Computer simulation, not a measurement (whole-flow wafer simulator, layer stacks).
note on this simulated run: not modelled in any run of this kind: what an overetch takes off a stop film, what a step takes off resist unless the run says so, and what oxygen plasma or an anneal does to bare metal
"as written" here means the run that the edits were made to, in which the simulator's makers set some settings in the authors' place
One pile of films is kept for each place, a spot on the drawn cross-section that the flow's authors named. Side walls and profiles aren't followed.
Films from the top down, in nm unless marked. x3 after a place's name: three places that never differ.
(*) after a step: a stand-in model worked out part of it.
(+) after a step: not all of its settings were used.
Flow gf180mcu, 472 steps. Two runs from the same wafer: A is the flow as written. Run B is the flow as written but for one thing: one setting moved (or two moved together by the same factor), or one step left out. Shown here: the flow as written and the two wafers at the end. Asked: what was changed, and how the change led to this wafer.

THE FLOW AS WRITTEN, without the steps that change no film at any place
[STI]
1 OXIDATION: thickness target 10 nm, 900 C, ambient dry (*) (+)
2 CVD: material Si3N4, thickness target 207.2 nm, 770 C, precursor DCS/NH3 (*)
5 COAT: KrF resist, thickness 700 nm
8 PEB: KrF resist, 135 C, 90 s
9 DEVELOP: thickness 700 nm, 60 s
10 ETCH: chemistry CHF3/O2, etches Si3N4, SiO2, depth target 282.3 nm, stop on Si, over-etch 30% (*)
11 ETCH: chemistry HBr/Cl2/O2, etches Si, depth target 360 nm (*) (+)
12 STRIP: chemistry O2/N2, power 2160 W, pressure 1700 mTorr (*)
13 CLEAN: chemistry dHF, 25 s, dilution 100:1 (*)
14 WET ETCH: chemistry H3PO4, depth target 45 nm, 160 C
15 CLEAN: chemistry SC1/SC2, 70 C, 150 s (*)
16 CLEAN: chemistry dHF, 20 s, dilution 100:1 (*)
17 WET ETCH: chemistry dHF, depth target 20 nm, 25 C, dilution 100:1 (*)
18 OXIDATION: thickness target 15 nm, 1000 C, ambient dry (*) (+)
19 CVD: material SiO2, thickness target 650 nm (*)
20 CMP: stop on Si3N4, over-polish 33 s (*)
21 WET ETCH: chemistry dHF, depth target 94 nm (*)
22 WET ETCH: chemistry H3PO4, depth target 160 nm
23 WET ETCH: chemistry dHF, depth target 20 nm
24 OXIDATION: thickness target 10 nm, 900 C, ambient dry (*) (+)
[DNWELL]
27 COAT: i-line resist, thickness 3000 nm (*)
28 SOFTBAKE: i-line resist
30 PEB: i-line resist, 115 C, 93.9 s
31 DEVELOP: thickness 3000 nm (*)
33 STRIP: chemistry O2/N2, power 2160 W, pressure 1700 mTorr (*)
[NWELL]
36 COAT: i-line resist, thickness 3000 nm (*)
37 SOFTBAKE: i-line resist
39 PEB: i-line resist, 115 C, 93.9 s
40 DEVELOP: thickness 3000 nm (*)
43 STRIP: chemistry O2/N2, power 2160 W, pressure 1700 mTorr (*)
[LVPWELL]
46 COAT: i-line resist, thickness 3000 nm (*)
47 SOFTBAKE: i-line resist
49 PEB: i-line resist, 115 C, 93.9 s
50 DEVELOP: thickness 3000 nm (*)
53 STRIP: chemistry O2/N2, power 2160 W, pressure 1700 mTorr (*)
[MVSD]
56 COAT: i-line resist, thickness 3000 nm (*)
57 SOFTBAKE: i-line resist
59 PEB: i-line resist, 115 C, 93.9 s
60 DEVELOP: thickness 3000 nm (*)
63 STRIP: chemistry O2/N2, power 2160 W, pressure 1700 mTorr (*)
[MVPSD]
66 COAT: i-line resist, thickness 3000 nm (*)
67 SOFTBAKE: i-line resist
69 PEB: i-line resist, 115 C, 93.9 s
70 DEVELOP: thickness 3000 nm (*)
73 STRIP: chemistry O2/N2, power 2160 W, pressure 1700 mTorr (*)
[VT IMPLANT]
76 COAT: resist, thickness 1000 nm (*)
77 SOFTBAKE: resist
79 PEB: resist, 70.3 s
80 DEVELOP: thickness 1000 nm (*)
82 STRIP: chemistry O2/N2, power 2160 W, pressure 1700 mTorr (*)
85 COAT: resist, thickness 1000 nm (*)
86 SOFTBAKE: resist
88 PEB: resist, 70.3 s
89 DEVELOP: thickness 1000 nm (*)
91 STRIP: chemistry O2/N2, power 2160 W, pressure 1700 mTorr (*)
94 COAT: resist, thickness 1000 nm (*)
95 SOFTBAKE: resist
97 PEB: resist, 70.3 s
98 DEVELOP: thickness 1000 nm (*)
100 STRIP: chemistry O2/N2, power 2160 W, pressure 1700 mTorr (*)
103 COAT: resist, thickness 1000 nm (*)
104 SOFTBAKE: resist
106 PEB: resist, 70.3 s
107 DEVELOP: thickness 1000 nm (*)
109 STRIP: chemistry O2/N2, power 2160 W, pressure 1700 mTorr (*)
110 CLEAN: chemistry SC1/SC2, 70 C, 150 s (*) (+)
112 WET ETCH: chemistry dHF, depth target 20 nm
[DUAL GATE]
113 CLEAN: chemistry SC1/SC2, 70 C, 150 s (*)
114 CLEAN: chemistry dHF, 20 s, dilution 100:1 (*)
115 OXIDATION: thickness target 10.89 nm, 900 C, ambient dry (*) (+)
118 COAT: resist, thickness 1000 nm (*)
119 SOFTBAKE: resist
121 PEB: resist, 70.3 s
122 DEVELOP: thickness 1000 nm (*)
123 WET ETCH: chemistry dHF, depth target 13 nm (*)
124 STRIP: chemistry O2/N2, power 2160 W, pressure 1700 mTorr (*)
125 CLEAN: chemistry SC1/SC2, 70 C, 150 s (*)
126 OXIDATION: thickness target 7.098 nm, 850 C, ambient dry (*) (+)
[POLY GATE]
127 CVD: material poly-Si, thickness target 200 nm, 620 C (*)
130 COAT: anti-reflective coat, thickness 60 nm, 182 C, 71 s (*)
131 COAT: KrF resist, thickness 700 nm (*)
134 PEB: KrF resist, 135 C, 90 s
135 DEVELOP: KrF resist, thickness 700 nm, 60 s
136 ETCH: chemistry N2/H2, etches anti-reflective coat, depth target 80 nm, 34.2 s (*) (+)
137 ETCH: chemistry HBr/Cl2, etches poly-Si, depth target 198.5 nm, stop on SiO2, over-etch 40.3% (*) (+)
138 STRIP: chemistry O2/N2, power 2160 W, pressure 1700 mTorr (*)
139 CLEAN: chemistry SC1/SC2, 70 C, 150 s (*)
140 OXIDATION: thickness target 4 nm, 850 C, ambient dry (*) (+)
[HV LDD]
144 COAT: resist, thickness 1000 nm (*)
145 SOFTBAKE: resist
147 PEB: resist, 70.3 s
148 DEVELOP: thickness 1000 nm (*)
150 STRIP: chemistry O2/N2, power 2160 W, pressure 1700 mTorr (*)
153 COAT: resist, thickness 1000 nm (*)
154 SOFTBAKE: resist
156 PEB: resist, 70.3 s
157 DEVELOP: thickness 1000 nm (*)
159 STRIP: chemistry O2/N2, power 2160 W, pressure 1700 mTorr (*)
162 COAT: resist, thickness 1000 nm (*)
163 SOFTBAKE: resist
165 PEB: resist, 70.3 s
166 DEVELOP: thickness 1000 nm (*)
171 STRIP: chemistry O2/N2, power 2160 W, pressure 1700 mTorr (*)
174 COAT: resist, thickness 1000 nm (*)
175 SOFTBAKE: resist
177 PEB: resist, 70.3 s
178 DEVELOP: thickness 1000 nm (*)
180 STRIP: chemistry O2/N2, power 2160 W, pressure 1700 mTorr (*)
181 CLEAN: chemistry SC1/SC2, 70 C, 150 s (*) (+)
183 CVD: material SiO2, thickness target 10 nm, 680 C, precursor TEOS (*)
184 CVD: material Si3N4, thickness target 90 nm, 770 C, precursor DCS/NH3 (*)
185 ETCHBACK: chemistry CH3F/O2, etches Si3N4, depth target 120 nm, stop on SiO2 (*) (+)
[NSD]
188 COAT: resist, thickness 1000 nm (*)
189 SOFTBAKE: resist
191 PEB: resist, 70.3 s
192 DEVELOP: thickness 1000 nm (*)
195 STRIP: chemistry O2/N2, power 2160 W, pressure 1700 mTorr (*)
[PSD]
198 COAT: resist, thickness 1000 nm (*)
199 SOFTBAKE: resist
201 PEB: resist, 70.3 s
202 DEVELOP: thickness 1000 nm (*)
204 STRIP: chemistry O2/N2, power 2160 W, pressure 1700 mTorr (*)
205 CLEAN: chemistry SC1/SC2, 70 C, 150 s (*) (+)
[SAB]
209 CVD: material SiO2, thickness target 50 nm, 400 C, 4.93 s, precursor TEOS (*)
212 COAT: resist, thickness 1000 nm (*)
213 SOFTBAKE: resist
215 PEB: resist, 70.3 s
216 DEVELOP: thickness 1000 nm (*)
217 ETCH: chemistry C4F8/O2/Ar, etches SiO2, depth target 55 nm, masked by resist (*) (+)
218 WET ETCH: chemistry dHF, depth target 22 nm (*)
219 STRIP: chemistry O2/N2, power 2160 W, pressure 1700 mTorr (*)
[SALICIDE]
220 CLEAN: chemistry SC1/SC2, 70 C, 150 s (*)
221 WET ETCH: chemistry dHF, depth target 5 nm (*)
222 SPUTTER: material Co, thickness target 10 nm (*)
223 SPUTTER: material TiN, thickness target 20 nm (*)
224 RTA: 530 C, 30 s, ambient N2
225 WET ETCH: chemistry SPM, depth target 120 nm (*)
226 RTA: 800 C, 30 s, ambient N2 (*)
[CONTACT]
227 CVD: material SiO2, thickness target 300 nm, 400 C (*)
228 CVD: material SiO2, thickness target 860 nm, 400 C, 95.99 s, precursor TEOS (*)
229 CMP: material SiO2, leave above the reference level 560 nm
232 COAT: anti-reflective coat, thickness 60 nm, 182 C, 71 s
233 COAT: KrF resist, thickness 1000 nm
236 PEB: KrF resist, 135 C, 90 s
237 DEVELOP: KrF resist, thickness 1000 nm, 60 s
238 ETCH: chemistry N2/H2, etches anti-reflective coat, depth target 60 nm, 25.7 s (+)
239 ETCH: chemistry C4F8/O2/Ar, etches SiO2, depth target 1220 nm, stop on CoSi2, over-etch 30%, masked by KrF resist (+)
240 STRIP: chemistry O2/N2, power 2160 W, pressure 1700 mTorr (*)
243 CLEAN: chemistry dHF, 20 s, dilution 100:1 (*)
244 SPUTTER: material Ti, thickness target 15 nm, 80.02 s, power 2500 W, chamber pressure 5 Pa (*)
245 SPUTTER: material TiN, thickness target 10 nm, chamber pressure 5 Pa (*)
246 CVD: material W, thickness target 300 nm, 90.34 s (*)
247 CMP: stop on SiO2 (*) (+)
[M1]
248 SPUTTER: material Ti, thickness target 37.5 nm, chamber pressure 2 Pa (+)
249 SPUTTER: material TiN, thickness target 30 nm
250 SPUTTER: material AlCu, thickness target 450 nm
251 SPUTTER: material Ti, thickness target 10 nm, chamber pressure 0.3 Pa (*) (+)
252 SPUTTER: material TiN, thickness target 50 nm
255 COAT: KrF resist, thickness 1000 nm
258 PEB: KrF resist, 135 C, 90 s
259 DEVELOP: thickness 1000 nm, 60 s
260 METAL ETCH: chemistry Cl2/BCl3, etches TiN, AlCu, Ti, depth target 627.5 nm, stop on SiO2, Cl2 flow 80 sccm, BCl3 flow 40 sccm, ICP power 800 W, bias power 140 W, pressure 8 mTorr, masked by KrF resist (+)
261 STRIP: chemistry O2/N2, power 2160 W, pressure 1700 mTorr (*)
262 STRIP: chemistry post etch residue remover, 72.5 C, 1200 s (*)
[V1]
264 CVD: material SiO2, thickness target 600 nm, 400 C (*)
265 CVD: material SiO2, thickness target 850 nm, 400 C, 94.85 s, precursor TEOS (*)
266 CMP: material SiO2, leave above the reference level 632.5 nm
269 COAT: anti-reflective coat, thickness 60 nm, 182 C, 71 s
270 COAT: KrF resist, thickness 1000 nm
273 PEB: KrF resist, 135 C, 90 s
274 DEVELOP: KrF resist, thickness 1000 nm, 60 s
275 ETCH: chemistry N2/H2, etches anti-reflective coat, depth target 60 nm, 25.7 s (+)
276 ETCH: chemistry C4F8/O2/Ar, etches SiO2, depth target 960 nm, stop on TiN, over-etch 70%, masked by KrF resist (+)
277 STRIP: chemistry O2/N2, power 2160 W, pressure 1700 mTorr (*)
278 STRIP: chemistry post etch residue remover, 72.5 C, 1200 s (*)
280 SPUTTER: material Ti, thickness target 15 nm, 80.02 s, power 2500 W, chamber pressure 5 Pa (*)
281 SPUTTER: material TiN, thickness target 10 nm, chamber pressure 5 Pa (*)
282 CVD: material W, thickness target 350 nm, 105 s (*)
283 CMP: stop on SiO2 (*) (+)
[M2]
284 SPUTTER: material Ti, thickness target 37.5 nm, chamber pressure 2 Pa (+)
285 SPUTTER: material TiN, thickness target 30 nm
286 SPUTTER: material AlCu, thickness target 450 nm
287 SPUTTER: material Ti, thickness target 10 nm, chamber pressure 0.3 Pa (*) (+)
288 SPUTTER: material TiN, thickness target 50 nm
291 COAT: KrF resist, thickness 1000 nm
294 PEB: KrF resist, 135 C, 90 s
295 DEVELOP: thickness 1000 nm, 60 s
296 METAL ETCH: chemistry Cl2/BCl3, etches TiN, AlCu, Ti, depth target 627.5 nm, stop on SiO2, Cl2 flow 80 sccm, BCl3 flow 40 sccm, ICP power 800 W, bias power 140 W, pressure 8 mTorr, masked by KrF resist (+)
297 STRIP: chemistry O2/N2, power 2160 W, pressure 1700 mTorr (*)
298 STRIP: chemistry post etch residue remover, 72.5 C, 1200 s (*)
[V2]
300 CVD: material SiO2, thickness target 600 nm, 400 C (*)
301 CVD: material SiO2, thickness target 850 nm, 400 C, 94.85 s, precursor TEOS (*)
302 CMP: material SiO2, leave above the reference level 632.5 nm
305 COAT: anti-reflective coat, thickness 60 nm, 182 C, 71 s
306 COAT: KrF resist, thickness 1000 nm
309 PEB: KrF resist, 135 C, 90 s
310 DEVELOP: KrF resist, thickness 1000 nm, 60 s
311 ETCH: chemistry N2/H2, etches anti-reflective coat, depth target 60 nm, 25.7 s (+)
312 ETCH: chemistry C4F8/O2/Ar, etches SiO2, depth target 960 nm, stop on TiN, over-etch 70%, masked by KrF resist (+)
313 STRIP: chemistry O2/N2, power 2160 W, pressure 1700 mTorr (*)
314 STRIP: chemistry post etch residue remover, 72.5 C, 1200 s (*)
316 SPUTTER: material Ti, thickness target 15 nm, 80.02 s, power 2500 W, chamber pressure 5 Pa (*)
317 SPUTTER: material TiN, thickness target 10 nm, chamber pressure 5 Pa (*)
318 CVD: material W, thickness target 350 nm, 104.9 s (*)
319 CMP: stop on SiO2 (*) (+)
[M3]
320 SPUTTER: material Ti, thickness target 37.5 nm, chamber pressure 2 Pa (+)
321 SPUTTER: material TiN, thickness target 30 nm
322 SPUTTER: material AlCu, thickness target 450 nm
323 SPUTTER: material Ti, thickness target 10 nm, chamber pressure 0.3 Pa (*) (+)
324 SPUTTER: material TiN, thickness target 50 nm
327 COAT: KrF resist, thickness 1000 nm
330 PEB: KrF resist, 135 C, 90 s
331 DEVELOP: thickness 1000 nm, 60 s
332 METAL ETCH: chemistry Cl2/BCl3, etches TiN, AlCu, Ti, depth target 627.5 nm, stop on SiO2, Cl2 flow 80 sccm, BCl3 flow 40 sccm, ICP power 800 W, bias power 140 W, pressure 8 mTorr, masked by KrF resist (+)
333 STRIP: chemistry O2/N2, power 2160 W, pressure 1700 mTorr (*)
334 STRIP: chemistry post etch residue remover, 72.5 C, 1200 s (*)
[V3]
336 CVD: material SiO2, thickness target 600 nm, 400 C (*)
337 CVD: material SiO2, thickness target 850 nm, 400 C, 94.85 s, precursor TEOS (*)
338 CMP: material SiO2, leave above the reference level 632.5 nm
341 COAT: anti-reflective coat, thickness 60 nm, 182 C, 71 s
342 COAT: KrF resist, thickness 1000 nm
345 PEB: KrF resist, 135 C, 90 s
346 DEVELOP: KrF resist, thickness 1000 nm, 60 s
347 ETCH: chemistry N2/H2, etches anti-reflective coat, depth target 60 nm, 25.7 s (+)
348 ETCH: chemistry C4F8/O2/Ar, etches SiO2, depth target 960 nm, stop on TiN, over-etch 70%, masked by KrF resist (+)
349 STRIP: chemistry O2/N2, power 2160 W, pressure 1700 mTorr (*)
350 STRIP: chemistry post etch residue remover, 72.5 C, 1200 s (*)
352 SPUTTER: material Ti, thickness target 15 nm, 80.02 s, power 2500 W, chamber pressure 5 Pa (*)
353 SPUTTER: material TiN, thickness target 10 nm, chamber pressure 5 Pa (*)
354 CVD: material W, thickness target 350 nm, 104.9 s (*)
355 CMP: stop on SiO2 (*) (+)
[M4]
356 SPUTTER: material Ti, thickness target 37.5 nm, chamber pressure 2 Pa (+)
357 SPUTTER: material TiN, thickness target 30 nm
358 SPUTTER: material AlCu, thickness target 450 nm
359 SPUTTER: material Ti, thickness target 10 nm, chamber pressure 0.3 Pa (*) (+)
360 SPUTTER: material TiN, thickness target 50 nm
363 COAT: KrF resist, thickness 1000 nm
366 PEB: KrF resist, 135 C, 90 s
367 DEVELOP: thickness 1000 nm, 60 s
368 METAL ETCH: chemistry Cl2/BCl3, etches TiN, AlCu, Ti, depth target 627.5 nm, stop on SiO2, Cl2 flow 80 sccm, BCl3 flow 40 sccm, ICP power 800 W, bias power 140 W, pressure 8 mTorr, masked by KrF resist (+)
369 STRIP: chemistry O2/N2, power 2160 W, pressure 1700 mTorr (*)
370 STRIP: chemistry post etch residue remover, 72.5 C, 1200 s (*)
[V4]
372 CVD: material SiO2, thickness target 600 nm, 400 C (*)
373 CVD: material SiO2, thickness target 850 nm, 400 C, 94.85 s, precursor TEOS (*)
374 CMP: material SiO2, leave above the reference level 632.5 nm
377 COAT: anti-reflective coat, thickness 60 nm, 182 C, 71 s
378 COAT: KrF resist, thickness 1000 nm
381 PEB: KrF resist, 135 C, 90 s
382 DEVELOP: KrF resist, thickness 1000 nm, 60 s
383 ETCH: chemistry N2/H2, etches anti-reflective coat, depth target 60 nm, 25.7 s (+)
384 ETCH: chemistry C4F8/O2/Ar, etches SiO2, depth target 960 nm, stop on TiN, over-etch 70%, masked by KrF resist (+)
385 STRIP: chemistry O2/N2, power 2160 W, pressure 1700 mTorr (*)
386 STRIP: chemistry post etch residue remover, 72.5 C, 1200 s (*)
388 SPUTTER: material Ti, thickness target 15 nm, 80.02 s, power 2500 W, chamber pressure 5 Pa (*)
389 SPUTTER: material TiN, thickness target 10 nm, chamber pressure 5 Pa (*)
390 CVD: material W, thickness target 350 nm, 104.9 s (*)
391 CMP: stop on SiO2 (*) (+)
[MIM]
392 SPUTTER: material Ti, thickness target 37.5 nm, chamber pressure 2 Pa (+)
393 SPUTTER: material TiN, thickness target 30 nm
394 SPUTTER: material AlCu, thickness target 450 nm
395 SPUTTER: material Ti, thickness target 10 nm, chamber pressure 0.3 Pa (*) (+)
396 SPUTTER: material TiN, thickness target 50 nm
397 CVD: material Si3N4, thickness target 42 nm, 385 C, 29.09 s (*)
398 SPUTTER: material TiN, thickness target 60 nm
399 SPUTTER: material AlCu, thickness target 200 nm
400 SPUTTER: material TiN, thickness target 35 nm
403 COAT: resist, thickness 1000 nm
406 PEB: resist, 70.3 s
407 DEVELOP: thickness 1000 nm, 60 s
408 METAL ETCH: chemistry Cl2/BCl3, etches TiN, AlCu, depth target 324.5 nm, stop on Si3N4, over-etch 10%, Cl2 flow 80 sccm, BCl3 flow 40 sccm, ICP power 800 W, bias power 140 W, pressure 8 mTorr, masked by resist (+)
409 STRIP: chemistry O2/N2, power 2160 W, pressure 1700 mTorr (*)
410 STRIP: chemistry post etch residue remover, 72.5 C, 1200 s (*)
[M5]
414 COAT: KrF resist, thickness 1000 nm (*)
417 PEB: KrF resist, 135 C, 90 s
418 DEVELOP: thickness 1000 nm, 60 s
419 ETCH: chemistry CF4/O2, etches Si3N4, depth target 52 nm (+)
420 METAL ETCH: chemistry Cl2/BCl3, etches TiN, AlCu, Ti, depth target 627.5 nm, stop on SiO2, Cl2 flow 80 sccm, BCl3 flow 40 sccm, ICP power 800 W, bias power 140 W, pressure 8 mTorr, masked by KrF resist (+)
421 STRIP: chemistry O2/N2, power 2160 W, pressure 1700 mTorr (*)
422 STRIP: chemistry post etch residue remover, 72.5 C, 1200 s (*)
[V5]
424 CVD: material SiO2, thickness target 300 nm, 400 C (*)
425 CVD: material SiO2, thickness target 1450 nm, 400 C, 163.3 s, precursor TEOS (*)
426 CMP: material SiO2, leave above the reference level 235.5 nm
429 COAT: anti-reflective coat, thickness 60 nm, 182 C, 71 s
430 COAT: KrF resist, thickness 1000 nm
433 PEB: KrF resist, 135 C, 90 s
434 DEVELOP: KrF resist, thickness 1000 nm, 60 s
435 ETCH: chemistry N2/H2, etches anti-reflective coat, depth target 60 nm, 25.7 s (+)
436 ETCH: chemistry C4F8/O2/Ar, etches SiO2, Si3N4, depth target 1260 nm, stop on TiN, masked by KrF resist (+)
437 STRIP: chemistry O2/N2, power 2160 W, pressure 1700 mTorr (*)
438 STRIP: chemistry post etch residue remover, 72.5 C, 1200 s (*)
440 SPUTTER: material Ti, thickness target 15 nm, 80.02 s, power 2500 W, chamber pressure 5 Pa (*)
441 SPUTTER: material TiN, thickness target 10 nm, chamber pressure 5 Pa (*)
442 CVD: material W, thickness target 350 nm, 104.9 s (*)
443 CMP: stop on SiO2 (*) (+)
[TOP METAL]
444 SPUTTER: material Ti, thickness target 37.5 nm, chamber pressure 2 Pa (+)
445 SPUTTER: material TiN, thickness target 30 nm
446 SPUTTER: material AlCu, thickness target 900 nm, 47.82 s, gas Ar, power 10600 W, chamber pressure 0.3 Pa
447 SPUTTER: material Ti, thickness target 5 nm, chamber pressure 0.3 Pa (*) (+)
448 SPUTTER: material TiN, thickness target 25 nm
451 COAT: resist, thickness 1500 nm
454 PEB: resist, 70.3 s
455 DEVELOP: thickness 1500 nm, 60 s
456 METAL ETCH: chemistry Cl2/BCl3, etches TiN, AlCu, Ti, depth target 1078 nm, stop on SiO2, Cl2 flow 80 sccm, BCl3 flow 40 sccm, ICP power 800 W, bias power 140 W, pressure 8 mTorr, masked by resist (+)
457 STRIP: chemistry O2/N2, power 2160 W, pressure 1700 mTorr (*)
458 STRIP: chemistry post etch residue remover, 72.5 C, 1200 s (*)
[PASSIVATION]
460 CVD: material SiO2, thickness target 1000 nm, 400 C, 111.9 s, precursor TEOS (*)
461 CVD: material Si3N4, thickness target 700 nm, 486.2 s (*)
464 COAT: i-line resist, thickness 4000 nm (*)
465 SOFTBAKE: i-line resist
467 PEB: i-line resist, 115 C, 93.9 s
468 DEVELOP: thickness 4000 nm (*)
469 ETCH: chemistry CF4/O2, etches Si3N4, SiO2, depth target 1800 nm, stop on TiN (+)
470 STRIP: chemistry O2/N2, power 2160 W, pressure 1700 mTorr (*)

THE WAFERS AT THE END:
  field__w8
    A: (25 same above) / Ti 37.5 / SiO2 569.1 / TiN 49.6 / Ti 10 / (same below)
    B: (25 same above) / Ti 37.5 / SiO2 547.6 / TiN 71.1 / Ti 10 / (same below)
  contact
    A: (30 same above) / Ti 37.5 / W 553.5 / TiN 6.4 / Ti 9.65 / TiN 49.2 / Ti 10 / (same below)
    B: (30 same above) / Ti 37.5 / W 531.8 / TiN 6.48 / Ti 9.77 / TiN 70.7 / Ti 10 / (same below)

The cause: step 288, SPUTTER: thickness target 71.5 nm was run, where the flow has thickness target 50 nm.

How the change led to this, step by step:
  288 SPUTTER: material TiN, thickness target 50 nm
      field, field__w1, field__w2 and 108 more: A TiN +50 (new film) | B TiN +71.5 (new film)
  296 METAL ETCH: chemistry Cl2/BCl3, etches TiN, AlCu, Ti, depth target 627.5 nm, stop on SiO2, Cl2 flow 80 sccm, BCl3 flow 40 sccm, ICP power 800 W, bias power 140 W, pressure 8 mTorr, masked by KrF resist (+)
      field, field__w1, field__w2 and 103 more: A TiN -50 (all of it), Ti -10 (all of it), AlCu -450 (all of it), TiN -30 (all of it), Ti -37.5 (all of it) | B TiN -71.5 (all of it), Ti -10 (all of it), AlCu -450 (all of it), TiN -30 (all of it), Ti -37.5 (all of it)
  302 CMP: material SiO2, leave above the reference level 632.5 nm
      field__w8, contact, m1, m1__w1, m1_nw: A SiO2 -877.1 | B SiO2 -898.6
  312 ETCH: chemistry C4F8/O2/Ar, etches SiO2, depth target 960 nm, stop on TiN, over-etch 70%, masked by KrF resist (+)
      field, field__w1, field__w2 and 107 more: A KrF resist -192 | B KrF resist -187.3
      contact: A SiO2 -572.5 (all of it) | B SiO2 -551 (all of it)
  318 CVD: material W, thickness target 350 nm, 104.9 s (*)
      contact: A W +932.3 (new film) | B W +910.6 (new film)
